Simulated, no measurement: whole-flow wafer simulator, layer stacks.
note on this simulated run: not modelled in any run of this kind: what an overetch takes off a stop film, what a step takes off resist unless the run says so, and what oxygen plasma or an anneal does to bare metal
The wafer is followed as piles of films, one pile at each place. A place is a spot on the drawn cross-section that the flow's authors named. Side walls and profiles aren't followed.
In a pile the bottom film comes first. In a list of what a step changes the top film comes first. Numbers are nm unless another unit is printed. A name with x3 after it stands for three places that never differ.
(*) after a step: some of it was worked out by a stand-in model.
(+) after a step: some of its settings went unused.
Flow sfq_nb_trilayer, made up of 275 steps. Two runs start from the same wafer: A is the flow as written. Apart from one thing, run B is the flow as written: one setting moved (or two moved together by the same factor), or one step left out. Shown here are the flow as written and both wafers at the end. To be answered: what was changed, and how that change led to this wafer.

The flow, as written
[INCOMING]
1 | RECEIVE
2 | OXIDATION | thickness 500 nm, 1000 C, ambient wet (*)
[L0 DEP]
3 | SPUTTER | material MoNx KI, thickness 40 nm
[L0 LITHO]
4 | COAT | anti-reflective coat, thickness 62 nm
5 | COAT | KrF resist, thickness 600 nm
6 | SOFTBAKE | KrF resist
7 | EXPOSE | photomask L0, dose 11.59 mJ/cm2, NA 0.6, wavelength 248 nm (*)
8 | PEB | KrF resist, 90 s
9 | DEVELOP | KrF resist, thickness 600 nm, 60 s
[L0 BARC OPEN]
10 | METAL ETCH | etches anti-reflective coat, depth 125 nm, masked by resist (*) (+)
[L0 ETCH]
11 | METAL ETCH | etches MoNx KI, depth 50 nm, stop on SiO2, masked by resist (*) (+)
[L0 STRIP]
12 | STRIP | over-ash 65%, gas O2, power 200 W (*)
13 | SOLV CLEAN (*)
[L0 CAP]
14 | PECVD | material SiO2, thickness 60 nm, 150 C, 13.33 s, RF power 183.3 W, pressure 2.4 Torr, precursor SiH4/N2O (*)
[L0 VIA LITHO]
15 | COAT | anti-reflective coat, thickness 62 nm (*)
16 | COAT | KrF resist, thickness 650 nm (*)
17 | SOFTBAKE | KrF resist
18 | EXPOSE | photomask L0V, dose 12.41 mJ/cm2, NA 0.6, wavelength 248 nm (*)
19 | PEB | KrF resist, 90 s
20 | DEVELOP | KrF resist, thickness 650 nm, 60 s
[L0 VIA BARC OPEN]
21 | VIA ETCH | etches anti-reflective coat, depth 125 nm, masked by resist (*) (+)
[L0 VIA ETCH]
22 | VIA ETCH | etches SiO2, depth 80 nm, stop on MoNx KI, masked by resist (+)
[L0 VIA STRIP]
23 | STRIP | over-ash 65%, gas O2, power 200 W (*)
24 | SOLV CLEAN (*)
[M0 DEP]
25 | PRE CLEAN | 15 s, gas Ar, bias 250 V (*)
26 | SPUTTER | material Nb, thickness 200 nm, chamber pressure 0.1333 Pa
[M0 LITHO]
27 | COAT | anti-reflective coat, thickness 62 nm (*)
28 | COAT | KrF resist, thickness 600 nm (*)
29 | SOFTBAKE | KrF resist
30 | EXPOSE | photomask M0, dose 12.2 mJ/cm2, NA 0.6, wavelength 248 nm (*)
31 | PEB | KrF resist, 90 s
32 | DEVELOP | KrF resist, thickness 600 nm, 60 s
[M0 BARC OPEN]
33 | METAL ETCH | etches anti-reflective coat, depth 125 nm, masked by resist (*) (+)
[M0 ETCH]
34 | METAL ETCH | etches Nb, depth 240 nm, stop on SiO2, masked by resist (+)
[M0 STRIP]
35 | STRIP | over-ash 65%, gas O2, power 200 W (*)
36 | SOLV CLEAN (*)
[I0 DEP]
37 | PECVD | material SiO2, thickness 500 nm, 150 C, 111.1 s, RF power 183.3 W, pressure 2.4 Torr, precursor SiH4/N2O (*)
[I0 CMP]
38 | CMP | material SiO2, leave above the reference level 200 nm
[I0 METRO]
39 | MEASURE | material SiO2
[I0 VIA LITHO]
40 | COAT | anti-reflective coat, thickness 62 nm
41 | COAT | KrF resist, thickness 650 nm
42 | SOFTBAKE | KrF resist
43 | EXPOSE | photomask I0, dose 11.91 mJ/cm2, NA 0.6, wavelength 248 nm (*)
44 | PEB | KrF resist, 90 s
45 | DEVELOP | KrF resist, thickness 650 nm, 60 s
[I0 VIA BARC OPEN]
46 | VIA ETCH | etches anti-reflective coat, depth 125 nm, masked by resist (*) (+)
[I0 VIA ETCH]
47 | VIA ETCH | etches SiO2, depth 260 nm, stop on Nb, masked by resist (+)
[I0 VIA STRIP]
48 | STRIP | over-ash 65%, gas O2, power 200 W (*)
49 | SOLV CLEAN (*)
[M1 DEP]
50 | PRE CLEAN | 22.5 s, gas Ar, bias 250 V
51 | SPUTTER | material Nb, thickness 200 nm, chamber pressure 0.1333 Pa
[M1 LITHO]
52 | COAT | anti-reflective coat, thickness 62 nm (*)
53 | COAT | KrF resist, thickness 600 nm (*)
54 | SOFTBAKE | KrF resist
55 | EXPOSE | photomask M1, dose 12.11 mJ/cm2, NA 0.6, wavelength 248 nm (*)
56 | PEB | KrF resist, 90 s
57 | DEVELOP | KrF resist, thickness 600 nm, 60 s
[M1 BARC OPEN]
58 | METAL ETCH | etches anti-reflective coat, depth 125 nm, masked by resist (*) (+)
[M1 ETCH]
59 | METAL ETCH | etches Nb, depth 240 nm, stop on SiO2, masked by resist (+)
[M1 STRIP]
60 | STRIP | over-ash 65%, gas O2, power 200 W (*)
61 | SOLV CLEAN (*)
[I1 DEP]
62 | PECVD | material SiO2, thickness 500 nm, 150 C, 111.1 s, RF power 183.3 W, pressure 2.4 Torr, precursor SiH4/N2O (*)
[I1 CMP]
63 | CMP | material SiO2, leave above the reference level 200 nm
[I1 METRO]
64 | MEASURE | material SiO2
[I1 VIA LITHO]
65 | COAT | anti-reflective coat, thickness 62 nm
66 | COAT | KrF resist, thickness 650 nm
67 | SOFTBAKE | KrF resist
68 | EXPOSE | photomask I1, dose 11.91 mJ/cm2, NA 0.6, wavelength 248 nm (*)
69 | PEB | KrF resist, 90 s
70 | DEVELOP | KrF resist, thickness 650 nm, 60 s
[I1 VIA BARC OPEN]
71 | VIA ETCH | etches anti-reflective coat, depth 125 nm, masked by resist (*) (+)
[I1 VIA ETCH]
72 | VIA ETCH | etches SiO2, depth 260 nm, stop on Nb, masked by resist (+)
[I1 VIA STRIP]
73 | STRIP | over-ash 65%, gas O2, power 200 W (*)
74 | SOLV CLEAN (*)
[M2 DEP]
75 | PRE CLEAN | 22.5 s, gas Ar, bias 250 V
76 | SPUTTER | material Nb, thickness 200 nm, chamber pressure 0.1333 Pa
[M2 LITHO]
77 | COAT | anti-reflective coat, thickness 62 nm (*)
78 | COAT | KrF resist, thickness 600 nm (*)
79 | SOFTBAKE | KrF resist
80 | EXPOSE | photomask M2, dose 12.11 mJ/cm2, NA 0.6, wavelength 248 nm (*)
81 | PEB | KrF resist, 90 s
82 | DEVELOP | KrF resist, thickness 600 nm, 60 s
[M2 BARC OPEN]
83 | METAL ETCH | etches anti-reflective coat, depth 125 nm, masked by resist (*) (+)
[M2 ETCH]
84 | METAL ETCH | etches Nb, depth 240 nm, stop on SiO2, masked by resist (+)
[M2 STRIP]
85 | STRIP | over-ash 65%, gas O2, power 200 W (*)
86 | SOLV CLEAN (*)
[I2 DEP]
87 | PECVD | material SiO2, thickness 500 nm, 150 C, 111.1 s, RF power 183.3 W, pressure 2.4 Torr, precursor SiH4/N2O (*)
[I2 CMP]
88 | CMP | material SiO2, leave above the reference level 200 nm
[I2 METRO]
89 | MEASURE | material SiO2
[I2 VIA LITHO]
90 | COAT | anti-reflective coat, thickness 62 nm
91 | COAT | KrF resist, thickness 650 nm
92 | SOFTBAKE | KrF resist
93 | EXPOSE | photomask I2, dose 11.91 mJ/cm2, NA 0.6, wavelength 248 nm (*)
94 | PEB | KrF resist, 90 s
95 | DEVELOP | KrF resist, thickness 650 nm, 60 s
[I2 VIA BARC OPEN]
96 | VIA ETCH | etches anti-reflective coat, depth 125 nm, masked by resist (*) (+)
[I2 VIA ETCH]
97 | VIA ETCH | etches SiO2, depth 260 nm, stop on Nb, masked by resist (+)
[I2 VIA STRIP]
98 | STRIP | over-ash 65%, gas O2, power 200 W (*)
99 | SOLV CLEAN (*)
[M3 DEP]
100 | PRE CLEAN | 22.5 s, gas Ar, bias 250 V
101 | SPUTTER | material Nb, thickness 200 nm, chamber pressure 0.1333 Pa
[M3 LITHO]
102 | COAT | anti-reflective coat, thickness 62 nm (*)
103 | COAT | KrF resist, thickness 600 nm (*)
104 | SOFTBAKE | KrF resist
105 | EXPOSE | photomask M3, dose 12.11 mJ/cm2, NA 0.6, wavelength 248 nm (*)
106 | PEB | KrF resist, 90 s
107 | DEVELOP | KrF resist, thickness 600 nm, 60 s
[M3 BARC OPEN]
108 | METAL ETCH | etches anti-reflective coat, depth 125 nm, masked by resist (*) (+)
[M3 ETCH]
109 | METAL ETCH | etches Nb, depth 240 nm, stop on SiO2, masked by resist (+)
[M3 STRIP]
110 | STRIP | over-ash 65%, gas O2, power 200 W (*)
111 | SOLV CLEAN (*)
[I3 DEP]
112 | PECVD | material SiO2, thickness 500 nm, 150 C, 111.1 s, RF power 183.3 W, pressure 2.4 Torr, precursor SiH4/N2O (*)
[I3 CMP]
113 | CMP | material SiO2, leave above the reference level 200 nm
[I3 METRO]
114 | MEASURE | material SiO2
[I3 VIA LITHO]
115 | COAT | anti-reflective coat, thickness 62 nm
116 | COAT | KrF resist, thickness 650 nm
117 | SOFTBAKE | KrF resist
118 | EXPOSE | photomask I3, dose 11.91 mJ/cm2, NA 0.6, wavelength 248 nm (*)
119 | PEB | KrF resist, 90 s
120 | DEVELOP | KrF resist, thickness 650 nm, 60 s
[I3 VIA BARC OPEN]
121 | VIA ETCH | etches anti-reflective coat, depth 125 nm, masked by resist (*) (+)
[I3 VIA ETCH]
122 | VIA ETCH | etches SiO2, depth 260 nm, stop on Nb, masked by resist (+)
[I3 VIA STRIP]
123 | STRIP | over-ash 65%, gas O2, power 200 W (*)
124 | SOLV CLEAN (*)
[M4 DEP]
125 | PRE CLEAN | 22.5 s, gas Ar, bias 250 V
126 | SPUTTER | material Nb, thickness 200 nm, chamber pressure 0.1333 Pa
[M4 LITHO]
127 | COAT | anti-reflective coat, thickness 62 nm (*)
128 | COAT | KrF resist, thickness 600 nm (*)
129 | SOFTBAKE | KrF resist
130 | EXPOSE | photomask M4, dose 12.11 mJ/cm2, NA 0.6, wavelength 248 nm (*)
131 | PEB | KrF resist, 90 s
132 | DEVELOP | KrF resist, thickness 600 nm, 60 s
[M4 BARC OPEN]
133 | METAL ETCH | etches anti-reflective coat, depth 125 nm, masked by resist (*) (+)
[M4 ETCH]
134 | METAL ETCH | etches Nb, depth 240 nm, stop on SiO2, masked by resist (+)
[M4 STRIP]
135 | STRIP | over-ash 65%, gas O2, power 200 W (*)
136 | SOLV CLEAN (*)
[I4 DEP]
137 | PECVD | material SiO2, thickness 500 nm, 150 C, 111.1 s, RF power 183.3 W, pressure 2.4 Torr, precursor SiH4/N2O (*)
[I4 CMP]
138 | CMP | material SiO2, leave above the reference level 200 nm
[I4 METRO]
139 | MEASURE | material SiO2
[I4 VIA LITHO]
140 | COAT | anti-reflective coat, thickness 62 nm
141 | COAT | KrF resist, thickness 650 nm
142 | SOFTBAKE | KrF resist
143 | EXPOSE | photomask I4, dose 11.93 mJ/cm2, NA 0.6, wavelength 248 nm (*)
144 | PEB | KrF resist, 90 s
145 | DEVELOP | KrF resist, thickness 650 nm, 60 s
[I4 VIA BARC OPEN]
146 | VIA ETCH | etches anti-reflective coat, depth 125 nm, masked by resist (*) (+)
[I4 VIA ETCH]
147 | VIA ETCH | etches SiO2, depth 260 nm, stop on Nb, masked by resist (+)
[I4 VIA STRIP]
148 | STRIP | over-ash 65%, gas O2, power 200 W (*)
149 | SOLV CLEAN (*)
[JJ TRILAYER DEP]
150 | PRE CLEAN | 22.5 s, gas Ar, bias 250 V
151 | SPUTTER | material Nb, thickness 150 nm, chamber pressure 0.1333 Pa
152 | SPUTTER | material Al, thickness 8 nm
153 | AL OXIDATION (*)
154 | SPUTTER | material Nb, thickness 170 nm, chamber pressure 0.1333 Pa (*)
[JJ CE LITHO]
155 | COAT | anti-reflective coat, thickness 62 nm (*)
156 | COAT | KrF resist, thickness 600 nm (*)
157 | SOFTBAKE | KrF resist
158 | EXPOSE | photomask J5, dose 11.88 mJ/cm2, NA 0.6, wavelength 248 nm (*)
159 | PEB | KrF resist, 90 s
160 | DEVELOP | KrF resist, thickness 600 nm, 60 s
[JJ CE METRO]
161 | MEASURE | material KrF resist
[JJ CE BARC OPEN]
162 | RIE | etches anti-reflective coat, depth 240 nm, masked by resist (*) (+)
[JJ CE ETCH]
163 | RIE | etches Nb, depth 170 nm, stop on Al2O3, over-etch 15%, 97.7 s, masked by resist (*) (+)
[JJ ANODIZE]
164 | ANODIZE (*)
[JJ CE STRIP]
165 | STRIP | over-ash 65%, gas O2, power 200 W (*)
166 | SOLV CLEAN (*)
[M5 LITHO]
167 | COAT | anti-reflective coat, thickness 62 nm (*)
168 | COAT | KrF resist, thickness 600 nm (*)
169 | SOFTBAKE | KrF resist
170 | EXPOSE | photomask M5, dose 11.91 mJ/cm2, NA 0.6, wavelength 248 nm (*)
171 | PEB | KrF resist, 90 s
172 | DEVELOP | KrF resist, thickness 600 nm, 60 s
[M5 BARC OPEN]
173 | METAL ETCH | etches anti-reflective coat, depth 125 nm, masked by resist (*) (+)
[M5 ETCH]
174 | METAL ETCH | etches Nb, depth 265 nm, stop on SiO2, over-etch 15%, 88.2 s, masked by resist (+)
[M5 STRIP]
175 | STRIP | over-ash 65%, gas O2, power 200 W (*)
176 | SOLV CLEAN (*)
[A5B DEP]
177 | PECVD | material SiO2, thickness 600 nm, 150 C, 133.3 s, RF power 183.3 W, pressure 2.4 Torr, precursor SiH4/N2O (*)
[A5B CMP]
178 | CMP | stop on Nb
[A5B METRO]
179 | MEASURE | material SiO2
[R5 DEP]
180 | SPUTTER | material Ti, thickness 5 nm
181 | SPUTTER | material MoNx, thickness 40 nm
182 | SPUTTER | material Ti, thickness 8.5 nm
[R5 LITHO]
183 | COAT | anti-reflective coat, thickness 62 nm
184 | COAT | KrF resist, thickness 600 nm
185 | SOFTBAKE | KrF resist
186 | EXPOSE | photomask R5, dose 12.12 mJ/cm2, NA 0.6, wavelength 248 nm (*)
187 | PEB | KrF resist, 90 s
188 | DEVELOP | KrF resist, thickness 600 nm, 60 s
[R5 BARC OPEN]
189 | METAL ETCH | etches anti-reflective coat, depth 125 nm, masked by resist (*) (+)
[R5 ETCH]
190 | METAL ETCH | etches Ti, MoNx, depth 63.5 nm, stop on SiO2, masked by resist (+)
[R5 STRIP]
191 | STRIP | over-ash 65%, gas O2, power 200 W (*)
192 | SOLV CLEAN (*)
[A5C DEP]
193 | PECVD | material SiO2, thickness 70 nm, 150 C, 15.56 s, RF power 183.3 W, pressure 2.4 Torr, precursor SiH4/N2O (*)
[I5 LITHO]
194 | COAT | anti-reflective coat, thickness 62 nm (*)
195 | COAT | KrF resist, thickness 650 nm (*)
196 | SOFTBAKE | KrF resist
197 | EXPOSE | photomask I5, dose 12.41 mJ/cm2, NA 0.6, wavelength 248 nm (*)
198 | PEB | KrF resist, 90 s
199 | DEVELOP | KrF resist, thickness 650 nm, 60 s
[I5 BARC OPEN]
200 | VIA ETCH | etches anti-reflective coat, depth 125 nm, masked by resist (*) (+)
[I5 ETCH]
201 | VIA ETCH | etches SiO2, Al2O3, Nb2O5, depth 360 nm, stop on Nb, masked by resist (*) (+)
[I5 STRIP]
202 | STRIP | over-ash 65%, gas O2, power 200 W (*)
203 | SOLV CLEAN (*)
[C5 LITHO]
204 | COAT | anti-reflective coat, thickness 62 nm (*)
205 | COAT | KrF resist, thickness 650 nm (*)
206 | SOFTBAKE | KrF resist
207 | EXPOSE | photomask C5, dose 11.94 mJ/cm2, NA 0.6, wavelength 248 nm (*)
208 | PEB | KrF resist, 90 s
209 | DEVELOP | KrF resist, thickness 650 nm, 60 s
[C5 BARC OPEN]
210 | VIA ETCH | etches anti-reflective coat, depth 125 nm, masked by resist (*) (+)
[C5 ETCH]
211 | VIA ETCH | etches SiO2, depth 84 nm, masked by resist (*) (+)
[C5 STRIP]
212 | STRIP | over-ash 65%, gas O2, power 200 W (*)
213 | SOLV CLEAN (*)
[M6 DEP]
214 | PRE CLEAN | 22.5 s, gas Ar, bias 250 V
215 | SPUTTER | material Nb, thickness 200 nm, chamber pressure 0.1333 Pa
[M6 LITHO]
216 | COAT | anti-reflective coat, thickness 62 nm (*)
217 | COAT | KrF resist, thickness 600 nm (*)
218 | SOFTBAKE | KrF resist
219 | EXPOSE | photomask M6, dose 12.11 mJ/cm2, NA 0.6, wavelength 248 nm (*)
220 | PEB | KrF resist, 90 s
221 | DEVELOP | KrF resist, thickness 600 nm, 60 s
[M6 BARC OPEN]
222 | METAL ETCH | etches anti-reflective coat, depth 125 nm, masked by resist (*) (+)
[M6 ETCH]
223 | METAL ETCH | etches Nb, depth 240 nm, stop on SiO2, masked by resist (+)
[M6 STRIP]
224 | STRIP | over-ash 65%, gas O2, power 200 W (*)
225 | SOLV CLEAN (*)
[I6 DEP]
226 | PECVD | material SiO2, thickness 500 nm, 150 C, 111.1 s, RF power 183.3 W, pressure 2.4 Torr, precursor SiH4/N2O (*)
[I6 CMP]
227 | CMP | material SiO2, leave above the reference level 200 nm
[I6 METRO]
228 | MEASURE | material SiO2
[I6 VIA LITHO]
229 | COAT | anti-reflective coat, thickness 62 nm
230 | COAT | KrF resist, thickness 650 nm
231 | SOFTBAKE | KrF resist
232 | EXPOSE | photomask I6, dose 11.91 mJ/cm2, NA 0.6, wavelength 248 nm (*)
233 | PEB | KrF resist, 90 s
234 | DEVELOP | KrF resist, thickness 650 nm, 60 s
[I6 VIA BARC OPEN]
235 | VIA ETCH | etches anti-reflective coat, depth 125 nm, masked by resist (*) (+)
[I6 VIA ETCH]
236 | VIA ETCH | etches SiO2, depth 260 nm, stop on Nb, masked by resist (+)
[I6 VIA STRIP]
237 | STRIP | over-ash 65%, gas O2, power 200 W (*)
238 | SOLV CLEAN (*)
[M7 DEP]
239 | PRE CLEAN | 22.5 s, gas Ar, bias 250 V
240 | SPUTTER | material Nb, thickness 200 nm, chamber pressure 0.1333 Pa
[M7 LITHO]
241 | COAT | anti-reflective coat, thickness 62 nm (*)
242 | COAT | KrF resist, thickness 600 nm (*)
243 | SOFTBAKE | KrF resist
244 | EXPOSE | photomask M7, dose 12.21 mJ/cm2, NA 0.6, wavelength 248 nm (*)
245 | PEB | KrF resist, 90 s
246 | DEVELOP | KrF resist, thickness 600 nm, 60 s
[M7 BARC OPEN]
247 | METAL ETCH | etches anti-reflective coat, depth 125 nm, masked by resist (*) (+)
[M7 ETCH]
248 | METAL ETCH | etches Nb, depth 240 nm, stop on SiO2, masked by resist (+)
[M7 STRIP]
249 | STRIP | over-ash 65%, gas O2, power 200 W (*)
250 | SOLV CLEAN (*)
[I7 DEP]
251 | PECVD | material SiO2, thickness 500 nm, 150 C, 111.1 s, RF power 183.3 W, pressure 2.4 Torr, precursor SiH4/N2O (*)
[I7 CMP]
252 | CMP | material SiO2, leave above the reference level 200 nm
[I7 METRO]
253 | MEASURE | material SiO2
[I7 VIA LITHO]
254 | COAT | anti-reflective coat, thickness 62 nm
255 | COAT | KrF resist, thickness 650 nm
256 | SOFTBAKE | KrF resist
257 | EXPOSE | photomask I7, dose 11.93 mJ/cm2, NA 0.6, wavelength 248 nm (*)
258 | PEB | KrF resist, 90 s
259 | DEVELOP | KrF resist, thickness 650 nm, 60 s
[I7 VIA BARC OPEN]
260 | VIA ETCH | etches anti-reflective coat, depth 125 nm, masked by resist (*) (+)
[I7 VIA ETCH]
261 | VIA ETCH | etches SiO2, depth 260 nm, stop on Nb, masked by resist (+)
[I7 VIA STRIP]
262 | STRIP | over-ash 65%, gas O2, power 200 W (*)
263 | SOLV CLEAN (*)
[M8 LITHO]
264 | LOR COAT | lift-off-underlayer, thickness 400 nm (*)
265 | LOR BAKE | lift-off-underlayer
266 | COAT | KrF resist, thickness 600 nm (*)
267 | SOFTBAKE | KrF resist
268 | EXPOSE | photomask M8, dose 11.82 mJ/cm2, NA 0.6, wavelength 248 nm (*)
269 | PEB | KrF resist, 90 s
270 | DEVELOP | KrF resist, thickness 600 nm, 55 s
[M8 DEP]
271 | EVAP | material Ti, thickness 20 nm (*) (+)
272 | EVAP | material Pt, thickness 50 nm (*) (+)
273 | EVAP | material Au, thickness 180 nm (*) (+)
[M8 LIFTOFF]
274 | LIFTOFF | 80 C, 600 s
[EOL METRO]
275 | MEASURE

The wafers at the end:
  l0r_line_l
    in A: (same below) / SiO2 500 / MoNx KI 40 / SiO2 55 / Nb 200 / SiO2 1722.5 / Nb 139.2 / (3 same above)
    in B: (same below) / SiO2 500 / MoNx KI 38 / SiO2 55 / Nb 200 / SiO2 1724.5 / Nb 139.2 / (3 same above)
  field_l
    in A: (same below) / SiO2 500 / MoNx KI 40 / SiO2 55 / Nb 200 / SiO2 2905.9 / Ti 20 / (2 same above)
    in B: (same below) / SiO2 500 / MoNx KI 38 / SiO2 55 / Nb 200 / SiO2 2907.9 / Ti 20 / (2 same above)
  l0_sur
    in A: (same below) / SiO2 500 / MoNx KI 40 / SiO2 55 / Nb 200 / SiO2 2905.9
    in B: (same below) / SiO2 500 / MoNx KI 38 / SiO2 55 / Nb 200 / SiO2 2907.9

What caused this: step 3, SPUTTER: thickness 38 nm was run, whereas the flow has thickness 40 nm.
The wafer lets one read it off: l0r_line_l has MoNx KI 38, and step 3 as written asks for 40 nm.

Step by step, how the change led to this:
  3 | SPUTTER | material MoNx KI, thickness 40 nm
      field_l, v_sur, via_wl and 103 more: A MoNx KI gains 40 (new film) | B MoNx KI gains 38 (new film)
  11 | METAL ETCH | etches MoNx KI, depth 50 nm, stop on SiO2, masked by resist (*) (+)
      v_sur, via_wl, via_w and 97 more: A MoNx KI loses 40 (all of it) | B MoNx KI loses 38 (all of it)
